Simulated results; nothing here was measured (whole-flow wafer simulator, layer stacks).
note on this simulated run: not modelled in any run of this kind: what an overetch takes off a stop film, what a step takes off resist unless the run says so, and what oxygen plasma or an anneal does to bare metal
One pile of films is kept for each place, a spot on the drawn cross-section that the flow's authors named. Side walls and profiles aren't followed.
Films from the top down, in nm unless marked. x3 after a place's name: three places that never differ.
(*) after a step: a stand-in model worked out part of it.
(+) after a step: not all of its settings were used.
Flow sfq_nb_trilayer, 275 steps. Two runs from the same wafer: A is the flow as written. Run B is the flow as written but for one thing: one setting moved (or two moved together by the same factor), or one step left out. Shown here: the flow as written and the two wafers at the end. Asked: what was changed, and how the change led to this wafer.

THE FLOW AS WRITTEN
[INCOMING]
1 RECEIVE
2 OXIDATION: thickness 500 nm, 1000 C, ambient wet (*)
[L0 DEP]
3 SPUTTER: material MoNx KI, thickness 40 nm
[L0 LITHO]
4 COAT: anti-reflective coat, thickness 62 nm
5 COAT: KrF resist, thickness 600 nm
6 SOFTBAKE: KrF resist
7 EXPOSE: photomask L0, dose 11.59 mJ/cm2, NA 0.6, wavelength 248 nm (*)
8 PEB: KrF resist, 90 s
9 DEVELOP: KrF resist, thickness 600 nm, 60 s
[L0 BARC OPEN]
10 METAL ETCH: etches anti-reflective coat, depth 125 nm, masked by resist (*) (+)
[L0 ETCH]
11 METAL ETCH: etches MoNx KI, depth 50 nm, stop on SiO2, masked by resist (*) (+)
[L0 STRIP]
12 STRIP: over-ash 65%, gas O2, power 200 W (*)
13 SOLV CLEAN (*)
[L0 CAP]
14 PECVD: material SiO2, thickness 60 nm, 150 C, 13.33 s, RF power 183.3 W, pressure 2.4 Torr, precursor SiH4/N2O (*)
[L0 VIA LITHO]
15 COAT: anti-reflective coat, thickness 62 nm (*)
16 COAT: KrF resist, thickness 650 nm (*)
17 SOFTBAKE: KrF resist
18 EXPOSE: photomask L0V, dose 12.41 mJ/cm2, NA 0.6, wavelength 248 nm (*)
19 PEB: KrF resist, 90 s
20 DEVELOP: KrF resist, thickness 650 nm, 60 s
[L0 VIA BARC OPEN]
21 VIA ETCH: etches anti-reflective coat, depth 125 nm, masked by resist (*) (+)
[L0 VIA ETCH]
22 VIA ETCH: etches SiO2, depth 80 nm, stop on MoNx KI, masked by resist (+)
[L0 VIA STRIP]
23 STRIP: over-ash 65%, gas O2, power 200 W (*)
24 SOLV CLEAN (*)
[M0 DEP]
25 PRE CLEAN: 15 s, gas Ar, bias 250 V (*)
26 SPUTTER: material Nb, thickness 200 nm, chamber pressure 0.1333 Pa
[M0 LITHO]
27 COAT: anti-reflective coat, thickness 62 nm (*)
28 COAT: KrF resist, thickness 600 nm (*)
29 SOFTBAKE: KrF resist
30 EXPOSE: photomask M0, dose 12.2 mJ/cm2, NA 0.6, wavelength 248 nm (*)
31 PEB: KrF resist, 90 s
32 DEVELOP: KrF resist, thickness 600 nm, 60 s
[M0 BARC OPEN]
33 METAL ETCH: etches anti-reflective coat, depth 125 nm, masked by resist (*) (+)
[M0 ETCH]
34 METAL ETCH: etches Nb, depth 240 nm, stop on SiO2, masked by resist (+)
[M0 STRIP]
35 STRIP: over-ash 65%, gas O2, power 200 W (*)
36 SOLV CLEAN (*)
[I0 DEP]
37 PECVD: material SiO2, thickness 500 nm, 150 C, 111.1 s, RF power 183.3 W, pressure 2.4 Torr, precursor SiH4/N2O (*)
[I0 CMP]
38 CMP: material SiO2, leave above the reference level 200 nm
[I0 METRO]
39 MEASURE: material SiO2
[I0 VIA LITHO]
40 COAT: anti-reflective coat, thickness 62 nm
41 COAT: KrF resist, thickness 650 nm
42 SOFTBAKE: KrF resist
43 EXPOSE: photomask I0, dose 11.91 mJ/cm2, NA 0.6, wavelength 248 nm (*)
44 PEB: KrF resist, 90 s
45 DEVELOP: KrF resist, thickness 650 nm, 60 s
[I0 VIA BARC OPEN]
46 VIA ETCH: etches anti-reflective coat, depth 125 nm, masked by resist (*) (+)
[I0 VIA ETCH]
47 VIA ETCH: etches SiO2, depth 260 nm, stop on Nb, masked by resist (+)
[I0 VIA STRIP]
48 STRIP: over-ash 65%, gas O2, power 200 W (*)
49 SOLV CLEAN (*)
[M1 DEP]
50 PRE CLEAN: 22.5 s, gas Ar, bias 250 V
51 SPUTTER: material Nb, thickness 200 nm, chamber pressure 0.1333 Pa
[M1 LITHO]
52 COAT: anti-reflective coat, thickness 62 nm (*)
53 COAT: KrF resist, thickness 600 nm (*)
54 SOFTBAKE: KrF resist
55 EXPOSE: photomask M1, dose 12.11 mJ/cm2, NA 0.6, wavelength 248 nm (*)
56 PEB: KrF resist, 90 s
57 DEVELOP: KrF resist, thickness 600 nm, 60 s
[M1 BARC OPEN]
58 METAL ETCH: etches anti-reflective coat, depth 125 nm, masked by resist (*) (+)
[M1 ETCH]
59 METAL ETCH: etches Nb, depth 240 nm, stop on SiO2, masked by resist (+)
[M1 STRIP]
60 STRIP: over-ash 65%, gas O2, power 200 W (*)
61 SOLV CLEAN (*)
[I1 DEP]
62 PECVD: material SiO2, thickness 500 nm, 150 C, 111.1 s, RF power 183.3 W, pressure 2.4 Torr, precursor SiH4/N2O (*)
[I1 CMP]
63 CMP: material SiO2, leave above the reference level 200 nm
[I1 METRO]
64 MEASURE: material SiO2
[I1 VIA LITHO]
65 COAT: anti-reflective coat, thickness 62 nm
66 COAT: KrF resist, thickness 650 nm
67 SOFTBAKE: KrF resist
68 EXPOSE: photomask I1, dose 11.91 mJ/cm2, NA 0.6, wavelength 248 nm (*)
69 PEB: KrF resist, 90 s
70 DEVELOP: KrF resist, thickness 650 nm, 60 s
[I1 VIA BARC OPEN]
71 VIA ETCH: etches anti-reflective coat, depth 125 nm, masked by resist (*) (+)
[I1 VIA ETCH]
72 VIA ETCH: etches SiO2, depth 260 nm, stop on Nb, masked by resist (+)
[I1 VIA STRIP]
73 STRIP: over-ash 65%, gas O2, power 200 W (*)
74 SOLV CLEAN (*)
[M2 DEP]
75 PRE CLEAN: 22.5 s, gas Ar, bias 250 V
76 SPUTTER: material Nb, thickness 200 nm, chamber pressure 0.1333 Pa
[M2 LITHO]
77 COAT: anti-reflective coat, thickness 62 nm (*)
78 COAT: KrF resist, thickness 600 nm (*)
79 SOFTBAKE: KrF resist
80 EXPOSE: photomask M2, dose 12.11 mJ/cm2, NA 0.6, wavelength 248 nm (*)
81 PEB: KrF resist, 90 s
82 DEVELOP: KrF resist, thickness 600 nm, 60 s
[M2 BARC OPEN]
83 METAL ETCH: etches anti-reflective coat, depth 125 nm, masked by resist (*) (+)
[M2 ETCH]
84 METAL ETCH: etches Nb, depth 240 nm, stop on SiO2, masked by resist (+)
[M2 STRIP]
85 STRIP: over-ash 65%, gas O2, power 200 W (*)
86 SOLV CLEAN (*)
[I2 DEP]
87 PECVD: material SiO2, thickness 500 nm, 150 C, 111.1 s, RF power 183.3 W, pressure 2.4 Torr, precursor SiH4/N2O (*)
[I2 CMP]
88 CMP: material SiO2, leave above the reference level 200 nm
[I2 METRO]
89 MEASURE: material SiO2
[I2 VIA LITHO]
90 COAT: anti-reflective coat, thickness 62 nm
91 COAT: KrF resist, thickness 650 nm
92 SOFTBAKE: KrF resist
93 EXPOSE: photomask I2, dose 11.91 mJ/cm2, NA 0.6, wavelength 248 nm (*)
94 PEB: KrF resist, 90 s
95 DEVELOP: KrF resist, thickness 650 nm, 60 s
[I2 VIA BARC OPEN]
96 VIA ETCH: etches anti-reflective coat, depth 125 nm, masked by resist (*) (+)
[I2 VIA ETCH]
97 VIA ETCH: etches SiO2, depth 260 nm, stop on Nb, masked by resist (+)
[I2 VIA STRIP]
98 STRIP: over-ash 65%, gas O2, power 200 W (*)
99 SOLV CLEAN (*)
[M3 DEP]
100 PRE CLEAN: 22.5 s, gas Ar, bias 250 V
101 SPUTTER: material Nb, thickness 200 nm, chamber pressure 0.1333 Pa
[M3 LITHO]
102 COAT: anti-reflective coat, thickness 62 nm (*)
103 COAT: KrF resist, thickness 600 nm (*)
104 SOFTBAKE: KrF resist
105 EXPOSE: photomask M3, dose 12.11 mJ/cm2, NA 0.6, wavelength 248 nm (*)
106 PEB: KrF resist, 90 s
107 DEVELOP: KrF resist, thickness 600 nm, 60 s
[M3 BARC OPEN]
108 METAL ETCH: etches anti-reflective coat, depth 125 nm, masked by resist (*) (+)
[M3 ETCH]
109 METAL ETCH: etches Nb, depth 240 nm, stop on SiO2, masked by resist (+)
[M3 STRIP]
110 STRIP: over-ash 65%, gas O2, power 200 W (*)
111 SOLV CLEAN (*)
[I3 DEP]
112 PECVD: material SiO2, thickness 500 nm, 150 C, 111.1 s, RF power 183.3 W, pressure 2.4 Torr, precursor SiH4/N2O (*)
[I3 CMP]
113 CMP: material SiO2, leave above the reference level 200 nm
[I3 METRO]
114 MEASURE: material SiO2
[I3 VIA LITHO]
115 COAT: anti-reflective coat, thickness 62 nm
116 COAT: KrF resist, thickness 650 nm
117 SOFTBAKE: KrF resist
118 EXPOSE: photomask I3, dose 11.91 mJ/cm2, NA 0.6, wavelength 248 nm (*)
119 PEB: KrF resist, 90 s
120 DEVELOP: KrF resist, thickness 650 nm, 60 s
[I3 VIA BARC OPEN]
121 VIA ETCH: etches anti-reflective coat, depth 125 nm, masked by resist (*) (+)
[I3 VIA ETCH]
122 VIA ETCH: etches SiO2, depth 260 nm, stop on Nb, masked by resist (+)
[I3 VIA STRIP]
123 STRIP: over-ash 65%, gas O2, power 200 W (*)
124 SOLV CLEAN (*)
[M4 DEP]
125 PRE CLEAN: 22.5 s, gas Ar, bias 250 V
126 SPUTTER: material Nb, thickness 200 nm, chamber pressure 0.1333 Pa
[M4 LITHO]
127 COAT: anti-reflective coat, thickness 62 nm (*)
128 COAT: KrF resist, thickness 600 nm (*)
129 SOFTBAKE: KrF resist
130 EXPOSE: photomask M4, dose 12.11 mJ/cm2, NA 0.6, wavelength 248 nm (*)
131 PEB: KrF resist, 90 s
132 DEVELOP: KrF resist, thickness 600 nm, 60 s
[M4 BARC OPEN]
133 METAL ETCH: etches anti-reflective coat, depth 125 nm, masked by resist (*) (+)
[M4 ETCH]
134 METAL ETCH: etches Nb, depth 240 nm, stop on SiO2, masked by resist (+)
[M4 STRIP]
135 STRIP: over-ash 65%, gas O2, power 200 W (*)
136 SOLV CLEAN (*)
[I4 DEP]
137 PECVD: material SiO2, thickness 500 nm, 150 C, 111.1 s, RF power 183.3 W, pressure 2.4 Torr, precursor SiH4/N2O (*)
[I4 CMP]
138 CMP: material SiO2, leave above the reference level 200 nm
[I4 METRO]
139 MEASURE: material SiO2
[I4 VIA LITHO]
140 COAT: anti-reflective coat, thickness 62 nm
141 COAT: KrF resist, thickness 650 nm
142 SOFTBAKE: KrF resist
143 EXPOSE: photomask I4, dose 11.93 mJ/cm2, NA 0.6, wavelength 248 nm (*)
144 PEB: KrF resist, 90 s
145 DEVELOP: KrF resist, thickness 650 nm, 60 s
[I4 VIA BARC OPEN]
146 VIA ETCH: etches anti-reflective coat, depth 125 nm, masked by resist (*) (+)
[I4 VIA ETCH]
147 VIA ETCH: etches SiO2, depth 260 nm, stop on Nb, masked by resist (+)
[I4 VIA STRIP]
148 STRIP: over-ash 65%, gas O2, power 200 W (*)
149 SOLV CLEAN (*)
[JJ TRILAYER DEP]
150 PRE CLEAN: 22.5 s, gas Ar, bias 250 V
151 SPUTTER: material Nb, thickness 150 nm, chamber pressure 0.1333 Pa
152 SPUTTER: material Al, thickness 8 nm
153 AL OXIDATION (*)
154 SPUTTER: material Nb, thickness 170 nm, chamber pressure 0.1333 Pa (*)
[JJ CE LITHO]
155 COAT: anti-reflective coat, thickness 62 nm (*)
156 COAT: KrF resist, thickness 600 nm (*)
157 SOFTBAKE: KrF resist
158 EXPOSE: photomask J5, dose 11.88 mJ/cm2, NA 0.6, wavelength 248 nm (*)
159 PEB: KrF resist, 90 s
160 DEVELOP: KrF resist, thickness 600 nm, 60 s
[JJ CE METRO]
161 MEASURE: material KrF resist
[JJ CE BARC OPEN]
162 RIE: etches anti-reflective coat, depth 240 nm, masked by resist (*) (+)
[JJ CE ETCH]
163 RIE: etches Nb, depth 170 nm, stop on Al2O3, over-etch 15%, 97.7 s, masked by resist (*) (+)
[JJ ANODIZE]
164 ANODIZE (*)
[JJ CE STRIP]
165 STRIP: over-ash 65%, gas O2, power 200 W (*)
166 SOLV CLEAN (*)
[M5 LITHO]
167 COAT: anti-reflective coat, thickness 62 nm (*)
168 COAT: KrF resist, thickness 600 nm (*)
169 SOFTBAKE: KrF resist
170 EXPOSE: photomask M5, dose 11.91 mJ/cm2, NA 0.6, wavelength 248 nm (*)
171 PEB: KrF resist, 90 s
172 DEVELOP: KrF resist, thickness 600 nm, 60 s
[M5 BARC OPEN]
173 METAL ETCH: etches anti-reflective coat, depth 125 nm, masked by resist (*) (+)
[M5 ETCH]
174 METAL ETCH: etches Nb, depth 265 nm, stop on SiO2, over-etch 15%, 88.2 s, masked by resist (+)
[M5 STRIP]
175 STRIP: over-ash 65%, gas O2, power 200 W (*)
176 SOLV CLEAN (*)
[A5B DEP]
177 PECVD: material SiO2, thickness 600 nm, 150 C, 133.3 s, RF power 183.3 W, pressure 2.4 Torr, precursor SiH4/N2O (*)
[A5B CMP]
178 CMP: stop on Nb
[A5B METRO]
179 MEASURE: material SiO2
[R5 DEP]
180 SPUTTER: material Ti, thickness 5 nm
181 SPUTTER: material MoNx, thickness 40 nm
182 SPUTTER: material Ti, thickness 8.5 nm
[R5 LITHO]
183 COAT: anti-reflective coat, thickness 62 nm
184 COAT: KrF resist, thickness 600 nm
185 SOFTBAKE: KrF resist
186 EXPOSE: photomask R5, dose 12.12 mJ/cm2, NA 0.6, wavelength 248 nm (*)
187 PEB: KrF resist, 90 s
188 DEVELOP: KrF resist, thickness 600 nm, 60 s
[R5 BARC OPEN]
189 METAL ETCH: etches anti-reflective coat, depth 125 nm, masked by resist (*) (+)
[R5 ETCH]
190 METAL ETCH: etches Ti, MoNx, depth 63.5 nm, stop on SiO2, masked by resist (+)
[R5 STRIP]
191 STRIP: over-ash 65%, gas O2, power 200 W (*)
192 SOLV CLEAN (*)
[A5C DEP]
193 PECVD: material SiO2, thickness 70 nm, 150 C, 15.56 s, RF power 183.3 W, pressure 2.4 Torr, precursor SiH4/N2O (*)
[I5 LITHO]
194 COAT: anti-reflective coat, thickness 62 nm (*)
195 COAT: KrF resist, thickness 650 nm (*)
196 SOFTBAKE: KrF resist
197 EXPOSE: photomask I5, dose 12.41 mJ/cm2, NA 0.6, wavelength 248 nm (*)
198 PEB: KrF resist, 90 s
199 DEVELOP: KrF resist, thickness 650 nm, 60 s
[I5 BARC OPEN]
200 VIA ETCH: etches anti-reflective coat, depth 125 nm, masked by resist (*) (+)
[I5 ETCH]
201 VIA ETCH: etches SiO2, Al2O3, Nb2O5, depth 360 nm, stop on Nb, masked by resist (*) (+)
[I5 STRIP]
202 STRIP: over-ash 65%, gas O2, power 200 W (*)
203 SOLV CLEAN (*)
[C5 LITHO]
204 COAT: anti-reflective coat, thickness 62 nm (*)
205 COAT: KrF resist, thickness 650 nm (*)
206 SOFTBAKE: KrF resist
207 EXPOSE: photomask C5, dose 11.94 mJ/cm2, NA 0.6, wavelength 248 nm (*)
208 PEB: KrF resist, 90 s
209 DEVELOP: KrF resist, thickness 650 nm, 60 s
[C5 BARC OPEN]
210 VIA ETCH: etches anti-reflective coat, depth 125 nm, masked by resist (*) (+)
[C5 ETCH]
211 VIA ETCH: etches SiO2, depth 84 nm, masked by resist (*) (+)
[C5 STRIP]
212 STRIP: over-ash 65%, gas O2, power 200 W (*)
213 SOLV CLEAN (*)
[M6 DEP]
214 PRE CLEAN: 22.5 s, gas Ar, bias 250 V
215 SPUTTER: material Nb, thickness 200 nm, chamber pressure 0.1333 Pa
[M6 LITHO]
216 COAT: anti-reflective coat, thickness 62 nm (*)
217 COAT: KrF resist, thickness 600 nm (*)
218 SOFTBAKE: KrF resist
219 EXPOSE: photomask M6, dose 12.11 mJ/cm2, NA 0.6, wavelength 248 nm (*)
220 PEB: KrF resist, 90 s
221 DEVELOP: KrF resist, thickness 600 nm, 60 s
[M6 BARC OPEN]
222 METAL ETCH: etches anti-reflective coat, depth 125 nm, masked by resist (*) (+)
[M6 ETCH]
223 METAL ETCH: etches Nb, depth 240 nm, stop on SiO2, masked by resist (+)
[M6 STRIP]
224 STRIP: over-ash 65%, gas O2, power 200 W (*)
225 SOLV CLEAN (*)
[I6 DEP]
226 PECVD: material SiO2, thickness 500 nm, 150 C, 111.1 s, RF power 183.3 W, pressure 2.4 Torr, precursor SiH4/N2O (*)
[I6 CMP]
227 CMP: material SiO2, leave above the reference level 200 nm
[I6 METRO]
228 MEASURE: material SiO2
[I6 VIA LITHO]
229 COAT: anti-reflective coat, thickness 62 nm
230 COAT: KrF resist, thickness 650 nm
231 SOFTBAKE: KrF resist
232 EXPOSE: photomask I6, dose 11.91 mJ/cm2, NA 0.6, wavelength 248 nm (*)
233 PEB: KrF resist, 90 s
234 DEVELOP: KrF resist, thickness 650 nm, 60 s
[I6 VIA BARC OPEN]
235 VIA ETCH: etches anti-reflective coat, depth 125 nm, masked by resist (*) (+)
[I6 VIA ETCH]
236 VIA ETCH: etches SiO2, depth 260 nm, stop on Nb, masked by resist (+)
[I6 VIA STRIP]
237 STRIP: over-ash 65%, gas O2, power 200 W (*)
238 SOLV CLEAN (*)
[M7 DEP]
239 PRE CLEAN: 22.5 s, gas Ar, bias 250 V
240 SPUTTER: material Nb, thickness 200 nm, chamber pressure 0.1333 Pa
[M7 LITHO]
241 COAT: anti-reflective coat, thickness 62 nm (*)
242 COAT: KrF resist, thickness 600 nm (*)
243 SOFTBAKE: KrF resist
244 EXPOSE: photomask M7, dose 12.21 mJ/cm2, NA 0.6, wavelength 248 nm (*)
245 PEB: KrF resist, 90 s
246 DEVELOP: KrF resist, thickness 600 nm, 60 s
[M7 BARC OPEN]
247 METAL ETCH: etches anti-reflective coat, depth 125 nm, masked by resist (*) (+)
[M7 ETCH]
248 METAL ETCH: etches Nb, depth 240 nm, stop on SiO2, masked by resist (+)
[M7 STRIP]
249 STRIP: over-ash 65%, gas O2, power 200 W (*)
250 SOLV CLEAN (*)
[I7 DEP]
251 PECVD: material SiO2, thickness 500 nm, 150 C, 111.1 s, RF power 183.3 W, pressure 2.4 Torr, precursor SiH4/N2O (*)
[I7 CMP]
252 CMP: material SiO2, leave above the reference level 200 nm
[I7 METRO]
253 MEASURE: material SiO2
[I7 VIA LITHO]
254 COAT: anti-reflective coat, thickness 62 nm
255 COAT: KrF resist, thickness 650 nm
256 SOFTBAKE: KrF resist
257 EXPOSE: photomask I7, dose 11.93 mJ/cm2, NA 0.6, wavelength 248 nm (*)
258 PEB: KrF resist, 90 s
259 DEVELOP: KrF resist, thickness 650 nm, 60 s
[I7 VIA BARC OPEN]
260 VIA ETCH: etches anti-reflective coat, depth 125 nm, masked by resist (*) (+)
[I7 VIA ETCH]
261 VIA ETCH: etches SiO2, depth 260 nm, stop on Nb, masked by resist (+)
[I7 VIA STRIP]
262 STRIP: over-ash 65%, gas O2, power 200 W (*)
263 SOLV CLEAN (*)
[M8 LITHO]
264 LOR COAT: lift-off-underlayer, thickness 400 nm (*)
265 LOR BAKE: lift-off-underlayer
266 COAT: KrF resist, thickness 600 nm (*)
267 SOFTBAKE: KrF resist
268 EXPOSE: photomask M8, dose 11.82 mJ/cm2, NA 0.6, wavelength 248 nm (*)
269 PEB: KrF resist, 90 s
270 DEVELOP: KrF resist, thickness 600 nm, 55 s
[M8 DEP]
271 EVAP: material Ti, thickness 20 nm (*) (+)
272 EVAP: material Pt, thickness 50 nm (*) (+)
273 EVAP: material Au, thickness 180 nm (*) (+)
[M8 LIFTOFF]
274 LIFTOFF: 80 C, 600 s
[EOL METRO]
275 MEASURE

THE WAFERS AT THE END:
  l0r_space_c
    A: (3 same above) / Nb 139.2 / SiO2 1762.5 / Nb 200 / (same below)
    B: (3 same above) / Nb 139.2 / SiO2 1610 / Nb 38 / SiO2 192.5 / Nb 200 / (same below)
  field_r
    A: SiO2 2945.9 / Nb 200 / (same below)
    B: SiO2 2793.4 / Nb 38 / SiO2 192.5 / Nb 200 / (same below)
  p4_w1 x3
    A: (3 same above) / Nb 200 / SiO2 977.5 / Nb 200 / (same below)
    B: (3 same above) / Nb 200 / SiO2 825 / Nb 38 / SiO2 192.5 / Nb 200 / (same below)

The cause: step 51, SPUTTER: thickness 278 nm was run, where the flow has thickness 200 nm.

How the change led to this, step by step:
  51 SPUTTER: material Nb, thickness 200 nm, chamber pressure 0.1333 Pa
      field_l, v_sur, via_wl and 102 more: A Nb +200 (new film) | B Nb +278 (new film)
      via_w: A Nb +174.5 | B Nb +243.7
  52 COAT: anti-reflective coat, thickness 62 nm (*)
      via_wr: A anti-reflective coat +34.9 (new film) | B anti-reflective coat +33.4 (new film)
  59 METAL ETCH: etches Nb, depth 240 nm, stop on SiO2, masked by resist (+)
      field_l, be, be_sur and 79 more: A Nb -200 (all of it) | B Nb -240
  60 STRIP: over-ash 65%, gas O2, power 200 W (*)
      via_wr: A KrF resist -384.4 (all of it), anti-reflective coat -34.9 (all of it) | B KrF resist -384.8 (all of it), anti-reflective coat -33.4 (all of it)
  62 PECVD: material SiO2, thickness 500 nm, 150 C, 111.1 s, RF power 183.3 W, pressure 2.4 Torr, precursor SiH4/N2O (*)
      field_l, be, be_sur and 72 more: A SiO2 +500 | B SiO2 +500 (new film)
      lsp_m, ln_m6, lsp_r, l0_sur, l0v: A SiO2 +494.9 | B SiO2 +493.9 (new film)
      (and at 3 more places)
  63 CMP: material SiO2, leave above the reference level 200 nm
      field_l, be, be_sur and 72 more: A SiO2 -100 | B SiO2 -60
      lsp_m, ln_m6, lsp_r, l0_sur, l0v: A SiO2 -94.9 | B SiO2 -53.9
      (and at 1 more place)
Counting metal films that touch as one body, l0r_space_c has 3 bodies (between them, from the top down: SiO2 1610; SiO2 192.5); the flow as written gives 2 bodies (between them, from the top down: SiO2 1762.5).
Counting metal films that touch as one body, field_r has 2 bodies (between them, from the top down: SiO2 192.5); the flow as written gives 1 body.
Counting metal films that touch as one body, p4_w1 x3 has 4 bodies (between them, from the top down: SiO2 192.5; SiO2 825; SiO2 192.5); the flow as written gives 3 bodies (between them, from the top down: SiO2 192.5; SiO2 977.5).
